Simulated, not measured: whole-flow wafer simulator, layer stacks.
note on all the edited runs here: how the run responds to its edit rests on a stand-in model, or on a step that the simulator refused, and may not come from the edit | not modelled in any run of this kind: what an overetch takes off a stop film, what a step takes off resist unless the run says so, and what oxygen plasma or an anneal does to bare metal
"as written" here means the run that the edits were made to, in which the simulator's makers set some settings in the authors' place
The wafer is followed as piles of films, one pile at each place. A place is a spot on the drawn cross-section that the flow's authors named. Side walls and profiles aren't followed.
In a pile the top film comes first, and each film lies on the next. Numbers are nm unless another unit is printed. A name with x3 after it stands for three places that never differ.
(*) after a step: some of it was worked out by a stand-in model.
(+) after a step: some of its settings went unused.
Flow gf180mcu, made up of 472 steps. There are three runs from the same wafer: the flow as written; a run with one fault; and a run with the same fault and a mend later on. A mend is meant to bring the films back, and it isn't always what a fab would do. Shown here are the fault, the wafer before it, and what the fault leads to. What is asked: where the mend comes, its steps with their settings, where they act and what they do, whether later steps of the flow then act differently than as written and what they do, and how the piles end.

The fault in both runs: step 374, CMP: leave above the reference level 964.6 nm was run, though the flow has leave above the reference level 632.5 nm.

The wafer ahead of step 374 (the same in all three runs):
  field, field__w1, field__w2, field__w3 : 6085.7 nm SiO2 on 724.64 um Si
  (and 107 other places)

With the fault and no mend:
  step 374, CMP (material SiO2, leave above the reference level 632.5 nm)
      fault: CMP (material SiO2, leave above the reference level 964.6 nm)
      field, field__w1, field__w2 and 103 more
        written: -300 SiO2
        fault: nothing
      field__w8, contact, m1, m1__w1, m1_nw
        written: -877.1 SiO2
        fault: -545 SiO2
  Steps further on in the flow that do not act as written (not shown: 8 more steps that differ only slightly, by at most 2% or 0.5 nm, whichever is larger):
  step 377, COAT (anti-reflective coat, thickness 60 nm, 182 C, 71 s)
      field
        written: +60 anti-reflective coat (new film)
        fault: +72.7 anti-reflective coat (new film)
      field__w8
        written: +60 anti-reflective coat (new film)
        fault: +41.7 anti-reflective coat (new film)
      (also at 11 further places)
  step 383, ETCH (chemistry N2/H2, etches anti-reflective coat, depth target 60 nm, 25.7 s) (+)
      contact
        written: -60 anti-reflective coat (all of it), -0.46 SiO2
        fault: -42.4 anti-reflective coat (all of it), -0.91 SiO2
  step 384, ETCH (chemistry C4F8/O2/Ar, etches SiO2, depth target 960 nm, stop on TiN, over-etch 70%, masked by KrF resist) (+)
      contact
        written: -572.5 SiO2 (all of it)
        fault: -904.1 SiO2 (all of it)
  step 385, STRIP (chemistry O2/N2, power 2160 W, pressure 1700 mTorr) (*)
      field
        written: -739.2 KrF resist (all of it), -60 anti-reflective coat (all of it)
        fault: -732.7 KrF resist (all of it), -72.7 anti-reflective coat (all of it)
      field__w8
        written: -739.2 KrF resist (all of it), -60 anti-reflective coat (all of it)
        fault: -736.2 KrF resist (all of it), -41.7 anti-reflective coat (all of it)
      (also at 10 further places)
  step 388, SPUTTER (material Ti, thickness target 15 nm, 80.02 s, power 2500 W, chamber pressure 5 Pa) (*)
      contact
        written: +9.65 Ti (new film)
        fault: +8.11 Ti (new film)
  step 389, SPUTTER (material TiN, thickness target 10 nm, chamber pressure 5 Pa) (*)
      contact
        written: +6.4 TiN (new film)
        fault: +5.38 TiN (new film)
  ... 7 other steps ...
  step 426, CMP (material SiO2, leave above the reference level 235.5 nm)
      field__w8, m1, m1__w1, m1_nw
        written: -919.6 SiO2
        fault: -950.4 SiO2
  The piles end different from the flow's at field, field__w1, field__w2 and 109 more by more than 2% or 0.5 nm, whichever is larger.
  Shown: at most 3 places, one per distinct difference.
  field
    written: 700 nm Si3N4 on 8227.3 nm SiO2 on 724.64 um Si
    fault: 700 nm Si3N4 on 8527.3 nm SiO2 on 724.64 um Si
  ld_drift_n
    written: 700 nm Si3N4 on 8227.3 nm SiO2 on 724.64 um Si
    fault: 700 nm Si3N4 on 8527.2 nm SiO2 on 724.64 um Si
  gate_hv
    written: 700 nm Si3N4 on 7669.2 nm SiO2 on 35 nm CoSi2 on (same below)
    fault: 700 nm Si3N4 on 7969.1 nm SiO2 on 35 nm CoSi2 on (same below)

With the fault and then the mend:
  The mend follows step 382.
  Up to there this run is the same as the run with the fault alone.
  step 382a, STRIP (chemistry O2/N2, power 2160 W, pressure 1700 mTorr) (*)
      iso_ptap_pw, iso_ntap_nw, iso_nw_fld and 33 more
        -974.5 KrF resist (all of it), -60 anti-reflective coat (all of it)
      field__w6, field__w7, field__w11 and 21 more
        -974.8 KrF resist (all of it), -60.1 anti-reflective coat (all of it)
      field__w2, field__w3, field__w12 and 9 more
        -974.9 KrF resist (all of it), -60.1 anti-reflective coat (all of it)
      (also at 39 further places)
  step 382b, CMP (material SiO2, leave above the reference level 632.5 nm) (the flow's step 374 again)
      field, field__w1, field__w2 and 103 more
        -300 SiO2
      field__w8, contact, m1, m1__w1, m1_nw
        -332.1 SiO2
  step 382c, HMDS (120 C, 60 s) (the flow's step 376 again)
      leaves every film unchanged at each place that is followed
  step 382d, COAT (anti-reflective coat, thickness 60 nm, 182 C, 71 s) (the flow's step 377 again)
      field, field__w1, field__w2 and 108 more
        +60 anti-reflective coat (new film)
  step 382e, COAT (KrF resist, thickness 1000 nm) (the flow's step 378 again)
      field, field__w1, field__w2 and 108 more
        +1000 KrF resist (new film)
  step 382f, SOFTBAKE (KrF resist) (the flow's step 379 again)
      leaves every film unchanged at each place that is followed
  step 382g, EXPOSE (photomask Via4) (the flow's step 380 again)
      leaves every film unchanged at each place that is followed
  step 382h, PEB (KrF resist, 135 C, 90 s) (the flow's step 381 again)
      field, field__w1, field__w2 and 108 more
        -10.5 KrF resist
  step 382i, DEVELOP (KrF resist, thickness 1000 nm, 60 s) (the flow's step 382 again)
      field, field__w1, field__w2 and 107 more
        -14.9 KrF resist
      contact
        -989.5 KrF resist (all of it)
  None of the later steps of the flow acts differently than as written at any place that is followed.
  The piles end the same as the flow's at every place that both follow.
